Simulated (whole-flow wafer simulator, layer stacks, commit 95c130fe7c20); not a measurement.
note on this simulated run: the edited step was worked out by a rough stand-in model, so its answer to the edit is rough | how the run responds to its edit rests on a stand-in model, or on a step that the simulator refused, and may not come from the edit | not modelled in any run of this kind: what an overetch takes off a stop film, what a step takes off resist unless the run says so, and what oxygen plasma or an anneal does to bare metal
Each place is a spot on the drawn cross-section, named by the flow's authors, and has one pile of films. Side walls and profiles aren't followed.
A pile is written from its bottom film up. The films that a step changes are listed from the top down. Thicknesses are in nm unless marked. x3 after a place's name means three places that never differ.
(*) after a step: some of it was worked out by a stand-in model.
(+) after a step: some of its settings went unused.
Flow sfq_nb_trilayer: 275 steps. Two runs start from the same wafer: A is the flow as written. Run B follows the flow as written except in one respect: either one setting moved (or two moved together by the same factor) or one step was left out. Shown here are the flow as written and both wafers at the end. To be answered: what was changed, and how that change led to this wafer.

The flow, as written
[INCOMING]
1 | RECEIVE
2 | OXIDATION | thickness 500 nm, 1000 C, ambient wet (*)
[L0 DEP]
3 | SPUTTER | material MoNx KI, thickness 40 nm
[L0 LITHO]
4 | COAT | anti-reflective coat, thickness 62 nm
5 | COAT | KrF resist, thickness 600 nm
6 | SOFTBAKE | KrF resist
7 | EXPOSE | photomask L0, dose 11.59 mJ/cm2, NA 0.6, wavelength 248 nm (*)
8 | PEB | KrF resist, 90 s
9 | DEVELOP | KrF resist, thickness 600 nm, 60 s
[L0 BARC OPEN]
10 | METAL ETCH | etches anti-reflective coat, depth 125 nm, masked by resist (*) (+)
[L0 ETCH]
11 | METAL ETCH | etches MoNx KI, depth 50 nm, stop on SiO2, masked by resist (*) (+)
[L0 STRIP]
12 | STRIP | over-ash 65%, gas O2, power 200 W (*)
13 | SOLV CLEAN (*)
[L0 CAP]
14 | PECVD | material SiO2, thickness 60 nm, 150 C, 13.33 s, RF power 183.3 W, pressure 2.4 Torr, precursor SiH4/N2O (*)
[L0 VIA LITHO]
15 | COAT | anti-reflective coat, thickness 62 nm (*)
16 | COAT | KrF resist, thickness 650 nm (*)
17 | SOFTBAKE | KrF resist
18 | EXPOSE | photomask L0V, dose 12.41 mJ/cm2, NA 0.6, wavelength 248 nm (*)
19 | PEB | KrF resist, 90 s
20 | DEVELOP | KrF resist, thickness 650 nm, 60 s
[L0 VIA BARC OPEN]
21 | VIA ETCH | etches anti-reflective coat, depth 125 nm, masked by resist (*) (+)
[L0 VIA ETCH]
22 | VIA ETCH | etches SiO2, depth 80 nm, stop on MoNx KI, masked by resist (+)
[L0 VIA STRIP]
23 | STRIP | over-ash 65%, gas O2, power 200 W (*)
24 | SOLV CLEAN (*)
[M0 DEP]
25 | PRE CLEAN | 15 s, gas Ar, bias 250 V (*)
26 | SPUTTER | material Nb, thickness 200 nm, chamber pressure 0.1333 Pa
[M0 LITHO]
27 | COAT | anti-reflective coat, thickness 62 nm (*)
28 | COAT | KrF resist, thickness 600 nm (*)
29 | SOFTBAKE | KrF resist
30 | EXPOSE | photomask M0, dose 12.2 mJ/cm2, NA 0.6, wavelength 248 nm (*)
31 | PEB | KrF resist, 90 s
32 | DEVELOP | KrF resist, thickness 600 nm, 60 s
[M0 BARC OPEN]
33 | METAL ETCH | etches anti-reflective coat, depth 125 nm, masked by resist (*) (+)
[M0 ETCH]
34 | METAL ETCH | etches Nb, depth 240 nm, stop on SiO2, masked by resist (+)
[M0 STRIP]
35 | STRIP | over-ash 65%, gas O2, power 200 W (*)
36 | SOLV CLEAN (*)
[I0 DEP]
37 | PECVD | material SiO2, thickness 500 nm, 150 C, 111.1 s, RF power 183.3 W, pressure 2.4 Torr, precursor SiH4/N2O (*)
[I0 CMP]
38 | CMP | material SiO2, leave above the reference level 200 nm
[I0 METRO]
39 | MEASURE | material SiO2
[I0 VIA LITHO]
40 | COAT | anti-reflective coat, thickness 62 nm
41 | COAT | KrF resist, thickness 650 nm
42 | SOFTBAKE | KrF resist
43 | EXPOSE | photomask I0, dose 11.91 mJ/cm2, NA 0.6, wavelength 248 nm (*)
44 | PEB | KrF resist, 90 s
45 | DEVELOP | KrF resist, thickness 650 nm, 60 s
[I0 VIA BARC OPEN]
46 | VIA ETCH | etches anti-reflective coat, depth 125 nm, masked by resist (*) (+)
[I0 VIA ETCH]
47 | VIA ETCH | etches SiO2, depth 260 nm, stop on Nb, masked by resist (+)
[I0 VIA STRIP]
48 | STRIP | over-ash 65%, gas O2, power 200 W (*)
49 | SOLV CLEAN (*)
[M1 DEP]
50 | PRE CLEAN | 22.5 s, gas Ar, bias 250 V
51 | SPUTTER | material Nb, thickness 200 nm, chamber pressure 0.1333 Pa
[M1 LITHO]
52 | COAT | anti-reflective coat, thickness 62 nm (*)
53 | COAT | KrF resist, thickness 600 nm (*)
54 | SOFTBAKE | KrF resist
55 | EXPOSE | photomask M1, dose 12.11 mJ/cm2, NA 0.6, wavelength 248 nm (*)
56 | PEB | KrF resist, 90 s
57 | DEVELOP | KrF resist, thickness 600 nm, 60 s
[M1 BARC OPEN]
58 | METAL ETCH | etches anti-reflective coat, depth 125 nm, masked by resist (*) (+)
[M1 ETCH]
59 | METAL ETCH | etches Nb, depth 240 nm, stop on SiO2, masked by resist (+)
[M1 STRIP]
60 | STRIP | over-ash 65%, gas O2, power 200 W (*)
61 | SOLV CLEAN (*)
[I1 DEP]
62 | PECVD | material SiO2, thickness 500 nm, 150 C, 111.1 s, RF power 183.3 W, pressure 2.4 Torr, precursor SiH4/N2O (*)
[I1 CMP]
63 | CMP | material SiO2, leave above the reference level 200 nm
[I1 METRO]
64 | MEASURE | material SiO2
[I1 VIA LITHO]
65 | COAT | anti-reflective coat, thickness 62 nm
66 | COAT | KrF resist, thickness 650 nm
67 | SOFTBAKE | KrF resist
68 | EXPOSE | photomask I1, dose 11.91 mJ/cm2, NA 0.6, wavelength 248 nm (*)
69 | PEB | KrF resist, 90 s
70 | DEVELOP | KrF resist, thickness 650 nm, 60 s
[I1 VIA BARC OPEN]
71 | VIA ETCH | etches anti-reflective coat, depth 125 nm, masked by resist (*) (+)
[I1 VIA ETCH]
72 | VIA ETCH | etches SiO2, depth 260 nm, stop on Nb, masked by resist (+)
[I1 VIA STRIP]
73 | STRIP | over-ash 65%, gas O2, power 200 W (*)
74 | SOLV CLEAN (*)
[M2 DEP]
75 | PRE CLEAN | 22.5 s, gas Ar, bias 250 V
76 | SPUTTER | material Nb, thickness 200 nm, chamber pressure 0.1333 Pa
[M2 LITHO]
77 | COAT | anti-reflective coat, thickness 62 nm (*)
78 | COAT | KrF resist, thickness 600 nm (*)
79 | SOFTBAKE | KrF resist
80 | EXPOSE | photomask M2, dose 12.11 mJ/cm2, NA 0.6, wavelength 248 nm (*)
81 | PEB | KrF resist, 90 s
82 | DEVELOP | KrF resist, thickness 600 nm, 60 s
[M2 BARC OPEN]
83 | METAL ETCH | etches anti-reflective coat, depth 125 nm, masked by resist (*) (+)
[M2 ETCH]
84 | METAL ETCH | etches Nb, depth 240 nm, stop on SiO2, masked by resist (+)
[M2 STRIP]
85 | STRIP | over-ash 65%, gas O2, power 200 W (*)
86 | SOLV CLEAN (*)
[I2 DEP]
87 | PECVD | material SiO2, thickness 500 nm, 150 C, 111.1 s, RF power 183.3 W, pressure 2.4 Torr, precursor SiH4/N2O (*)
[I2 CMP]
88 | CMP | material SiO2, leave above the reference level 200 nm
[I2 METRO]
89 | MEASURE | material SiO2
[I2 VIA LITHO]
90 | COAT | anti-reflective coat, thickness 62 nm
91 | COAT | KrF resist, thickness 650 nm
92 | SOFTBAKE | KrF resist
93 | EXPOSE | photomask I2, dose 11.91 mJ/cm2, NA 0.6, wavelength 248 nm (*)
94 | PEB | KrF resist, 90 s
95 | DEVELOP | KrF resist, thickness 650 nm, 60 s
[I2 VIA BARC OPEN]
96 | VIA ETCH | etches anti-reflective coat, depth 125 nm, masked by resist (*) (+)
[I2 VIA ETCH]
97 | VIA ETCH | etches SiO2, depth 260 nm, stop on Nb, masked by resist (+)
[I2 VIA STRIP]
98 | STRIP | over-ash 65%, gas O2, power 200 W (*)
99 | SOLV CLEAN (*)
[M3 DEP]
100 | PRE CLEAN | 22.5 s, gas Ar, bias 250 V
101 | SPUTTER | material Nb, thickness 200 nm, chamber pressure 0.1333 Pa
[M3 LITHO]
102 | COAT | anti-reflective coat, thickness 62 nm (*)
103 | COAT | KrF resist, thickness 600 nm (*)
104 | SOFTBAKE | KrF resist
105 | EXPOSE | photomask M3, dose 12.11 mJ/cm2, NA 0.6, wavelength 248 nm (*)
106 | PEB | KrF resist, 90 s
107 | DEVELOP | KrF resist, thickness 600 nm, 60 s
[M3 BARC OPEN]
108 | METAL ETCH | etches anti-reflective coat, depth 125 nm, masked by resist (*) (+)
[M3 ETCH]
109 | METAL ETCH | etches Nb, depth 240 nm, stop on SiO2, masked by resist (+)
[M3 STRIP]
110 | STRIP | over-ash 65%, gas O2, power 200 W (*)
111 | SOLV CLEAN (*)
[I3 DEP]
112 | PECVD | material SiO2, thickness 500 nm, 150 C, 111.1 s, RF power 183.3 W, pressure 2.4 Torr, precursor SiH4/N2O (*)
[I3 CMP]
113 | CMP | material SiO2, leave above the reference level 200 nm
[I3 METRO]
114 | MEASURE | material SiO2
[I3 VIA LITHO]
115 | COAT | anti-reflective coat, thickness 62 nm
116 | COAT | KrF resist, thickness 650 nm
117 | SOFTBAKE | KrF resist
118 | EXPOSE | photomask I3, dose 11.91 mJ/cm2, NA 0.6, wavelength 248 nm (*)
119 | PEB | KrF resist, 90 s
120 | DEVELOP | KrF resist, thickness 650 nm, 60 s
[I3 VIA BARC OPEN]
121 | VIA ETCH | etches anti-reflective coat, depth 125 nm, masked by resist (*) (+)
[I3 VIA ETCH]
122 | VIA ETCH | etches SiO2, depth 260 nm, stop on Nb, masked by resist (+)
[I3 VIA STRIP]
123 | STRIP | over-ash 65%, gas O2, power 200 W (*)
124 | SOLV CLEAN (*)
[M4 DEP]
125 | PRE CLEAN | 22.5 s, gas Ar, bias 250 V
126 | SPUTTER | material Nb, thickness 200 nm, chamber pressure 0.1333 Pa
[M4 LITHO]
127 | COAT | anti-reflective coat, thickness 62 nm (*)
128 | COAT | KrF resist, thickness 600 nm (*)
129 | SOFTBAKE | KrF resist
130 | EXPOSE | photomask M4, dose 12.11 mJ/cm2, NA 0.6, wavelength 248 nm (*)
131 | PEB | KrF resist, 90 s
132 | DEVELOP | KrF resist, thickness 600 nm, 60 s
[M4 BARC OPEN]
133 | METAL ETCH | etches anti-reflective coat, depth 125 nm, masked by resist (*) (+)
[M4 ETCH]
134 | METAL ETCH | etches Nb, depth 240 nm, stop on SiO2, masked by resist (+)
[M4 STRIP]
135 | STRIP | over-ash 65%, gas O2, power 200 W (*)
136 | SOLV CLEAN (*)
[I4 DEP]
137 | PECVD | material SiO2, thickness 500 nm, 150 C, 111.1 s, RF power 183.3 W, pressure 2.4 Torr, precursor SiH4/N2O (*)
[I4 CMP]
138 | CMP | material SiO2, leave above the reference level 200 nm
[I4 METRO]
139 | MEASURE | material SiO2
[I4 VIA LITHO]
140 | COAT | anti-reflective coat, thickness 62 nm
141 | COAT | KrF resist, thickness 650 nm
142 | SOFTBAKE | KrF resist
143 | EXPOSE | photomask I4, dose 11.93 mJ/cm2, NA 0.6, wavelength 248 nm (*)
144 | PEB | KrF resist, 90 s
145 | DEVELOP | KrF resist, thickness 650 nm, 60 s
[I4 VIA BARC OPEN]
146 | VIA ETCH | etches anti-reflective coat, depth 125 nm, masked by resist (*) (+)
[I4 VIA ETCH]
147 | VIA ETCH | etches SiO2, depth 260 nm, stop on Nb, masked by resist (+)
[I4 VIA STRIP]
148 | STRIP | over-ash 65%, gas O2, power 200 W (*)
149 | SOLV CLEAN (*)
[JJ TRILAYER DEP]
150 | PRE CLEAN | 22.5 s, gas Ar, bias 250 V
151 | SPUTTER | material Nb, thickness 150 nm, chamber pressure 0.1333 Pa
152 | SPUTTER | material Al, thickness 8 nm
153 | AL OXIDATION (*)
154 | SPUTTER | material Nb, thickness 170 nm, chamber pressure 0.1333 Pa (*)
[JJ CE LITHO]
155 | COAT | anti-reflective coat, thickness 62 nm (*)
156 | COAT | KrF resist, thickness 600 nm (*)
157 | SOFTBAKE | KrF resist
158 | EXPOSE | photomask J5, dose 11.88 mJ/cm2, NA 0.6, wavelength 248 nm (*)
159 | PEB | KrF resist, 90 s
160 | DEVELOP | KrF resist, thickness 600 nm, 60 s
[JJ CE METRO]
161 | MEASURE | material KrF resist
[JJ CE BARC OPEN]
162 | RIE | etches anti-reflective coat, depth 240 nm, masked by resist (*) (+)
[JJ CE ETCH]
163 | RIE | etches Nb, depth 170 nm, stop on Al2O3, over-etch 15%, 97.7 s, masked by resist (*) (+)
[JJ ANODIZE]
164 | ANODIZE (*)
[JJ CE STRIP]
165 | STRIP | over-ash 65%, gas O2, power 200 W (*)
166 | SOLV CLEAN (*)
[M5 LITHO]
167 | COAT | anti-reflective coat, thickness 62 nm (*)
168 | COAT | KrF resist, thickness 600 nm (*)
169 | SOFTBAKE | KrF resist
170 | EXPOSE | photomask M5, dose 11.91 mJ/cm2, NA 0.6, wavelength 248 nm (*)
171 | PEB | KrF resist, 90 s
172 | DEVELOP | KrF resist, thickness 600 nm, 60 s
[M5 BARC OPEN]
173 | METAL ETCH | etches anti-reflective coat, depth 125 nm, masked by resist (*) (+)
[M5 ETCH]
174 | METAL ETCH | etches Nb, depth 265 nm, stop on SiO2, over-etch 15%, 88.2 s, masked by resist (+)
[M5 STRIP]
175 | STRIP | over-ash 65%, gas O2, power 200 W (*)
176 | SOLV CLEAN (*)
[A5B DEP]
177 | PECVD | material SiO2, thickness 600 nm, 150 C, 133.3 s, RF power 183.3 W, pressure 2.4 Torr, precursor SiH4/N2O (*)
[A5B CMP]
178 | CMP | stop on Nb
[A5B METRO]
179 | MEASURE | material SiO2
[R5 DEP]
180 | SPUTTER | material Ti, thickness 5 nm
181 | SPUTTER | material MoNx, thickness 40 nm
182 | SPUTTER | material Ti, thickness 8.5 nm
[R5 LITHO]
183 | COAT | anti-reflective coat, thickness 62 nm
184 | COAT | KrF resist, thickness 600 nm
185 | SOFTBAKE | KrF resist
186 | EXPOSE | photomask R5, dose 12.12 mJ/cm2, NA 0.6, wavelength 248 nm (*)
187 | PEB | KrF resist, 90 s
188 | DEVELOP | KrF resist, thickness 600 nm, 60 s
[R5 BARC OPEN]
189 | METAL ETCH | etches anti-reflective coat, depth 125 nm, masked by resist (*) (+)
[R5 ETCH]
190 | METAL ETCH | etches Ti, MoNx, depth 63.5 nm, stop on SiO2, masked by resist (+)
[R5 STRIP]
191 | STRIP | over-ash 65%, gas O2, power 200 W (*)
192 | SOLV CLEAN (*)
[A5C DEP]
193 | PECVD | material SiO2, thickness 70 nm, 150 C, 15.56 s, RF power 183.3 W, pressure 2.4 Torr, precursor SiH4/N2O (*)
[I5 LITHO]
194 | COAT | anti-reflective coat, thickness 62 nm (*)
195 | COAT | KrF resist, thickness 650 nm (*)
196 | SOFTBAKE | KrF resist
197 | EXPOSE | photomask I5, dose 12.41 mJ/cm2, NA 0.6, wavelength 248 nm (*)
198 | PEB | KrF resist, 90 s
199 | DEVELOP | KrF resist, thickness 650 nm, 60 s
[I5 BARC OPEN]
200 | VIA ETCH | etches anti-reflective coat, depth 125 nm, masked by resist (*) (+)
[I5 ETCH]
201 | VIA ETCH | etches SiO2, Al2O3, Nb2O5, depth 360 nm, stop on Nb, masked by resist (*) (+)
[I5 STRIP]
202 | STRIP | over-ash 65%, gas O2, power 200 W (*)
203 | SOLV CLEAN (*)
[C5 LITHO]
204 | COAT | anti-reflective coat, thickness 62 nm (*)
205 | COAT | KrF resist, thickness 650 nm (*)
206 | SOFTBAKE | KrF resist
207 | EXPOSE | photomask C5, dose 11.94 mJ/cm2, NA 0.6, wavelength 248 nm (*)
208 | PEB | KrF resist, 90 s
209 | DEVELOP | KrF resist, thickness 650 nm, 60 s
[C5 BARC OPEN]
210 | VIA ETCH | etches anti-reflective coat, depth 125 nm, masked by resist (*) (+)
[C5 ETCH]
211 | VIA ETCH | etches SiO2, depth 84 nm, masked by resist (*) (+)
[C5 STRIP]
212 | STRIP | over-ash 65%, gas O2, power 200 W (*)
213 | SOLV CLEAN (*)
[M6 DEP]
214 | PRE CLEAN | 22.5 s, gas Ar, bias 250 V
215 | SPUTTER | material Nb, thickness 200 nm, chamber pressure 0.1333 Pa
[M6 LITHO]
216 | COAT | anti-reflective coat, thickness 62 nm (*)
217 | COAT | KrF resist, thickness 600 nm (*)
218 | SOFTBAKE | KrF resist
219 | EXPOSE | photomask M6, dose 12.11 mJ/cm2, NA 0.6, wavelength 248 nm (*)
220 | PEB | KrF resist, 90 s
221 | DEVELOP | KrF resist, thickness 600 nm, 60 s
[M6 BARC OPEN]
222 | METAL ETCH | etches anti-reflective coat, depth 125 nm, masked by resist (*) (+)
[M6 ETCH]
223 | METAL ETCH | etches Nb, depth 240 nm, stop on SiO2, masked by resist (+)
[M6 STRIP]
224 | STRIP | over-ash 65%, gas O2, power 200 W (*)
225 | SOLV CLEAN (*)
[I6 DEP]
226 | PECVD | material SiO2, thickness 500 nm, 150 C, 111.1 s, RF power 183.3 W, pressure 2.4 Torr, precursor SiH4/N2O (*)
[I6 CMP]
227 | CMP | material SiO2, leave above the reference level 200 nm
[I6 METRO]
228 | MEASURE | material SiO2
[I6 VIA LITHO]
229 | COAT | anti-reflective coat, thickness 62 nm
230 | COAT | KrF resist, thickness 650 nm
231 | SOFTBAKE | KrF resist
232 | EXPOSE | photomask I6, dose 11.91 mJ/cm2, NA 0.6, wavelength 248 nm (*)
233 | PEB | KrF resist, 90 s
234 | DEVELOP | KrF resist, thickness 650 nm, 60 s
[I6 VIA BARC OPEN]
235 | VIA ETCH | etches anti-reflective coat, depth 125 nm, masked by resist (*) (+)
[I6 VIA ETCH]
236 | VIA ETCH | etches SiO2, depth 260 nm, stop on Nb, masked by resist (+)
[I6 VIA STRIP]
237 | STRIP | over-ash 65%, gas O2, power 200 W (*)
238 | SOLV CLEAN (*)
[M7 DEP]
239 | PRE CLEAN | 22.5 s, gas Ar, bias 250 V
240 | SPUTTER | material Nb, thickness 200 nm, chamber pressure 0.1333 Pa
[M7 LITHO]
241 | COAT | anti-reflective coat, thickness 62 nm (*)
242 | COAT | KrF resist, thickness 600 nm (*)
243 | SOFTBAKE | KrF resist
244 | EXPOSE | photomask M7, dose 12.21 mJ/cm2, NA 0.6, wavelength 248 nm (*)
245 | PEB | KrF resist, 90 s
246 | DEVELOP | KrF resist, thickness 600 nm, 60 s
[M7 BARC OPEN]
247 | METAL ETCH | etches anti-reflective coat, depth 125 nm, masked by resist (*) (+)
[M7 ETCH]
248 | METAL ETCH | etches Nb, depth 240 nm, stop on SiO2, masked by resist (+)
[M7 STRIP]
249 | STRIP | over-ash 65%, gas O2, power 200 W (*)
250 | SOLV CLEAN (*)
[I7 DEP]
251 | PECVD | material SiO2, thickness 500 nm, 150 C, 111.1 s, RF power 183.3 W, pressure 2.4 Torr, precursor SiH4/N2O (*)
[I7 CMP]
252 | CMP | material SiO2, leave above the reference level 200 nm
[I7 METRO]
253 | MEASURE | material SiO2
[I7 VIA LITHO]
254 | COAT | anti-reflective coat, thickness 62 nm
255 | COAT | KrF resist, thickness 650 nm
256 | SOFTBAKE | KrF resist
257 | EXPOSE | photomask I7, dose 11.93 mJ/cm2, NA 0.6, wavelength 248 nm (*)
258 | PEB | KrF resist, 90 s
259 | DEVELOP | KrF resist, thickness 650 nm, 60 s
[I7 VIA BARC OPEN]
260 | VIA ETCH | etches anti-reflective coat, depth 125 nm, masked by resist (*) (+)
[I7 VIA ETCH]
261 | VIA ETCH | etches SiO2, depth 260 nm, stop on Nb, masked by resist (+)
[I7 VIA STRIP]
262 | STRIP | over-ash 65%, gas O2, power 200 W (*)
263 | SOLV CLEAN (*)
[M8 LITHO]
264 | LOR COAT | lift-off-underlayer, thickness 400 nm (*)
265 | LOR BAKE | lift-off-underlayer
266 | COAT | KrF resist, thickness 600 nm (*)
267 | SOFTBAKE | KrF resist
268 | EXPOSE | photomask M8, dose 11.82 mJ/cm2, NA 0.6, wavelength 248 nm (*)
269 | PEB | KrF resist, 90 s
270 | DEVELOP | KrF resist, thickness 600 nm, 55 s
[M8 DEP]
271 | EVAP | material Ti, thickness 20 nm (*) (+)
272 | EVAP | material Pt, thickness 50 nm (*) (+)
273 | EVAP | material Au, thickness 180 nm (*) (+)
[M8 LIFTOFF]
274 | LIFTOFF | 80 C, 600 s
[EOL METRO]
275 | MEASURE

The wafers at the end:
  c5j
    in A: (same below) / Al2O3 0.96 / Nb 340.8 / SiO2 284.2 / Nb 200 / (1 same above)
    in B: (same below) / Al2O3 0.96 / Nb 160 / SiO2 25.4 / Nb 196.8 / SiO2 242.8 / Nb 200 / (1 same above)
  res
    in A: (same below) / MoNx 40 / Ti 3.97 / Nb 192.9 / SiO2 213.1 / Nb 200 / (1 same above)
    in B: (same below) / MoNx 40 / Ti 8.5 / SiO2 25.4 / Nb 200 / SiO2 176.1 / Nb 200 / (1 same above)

What caused this: step 211, VIA ETCH: depth 37 nm was run, while the flow as written has depth 84 nm.

How this came from the change, step by step:
  211 | VIA ETCH | etches SiO2, depth 84 nm, masked by resist (*) (+)
      c5j: A SiO2 loses 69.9 (all of it), Nb loses 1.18 | B SiO2 loses 37
      res: A SiO2 loses 69.9 (all of it) | B SiO2 loses 37
      (also at 104 further places)
  214 | PRE CLEAN | 22.5 s, gas Ar, bias 250 V
      c5j: A Nb loses 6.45 | B SiO2 loses 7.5
      res: A Ti loses 4.53 | B SiO2 loses 7.5
  215 | SPUTTER | material Nb, thickness 200 nm, chamber pressure 0.1333 Pa
      c5j: A Nb gains 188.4 | B Nb gains 196.8 (new film)
      res: A Nb gains 192.9 (new film) | B Nb gains 200 (new film)
  216 | COAT | anti-reflective coat, thickness 62 nm (*)
      jj_sur: A anti-reflective coat gains 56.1 (new film) | B anti-reflective coat gains 57.5 (new film)
      ce_l: A anti-reflective coat gains 48 (new film) | B anti-reflective coat gains 56.5 (new film)
      (also at 6 further places)
  217 | COAT | KrF resist, thickness 600 nm (*)
      c5j: A KrF resist gains 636 (new film) | B KrF resist gains 621.8 (new film)
      res: A KrF resist gains 605.2 (new film) | B KrF resist gains 589.6 (new film)
  224 | STRIP | over-ash 65%, gas O2, power 200 W (*)
      jj_sur: A KrF resist loses 378.5 (all of it), anti-reflective coat loses 56.1 (all of it) | B KrF resist loses 379.8 (all of it), anti-reflective coat loses 57.5 (all of it)
      ce_l: A KrF resist loses 397.1 (all of it), anti-reflective coat loses 48 (all of it) | B KrF resist loses 392 (all of it), anti-reflective coat loses 56.5 (all of it)
      (also at 6 further places)
  226 | PECVD | material SiO2, thickness 500 nm, 150 C, 111.1 s, RF power 183.3 W, pressure 2.4 Torr, precursor SiH4/N2O (*)
      c5j: A SiO2 gains 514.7 (new film) | B SiO2 gains 500 (new film)
  227 | CMP | material SiO2, leave above the reference level 200 nm
      c5j: A SiO2 loses 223 | B SiO2 loses 249.7
      res: A SiO2 loses 279.4 | B SiO2 loses 316.4
Taking metal films that touch as one body, c5j has 5 bodies (between them, from the top down: SiO2 242.8; SiO2 25.4; Al2O3 0.96; SiO2 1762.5); the flow as written gives 4 bodies (between them, from the top down: SiO2 284.2; Al2O3 0.96; SiO2 1762.5).
Taking metal films that touch as one body, res has 4 bodies (between them, from the top down: SiO2 176.1; SiO2 25.4; SiO2 2090.9); the flow as written gives 3 bodies (between them, from the top down: SiO2 213.1; SiO2 2090.9).
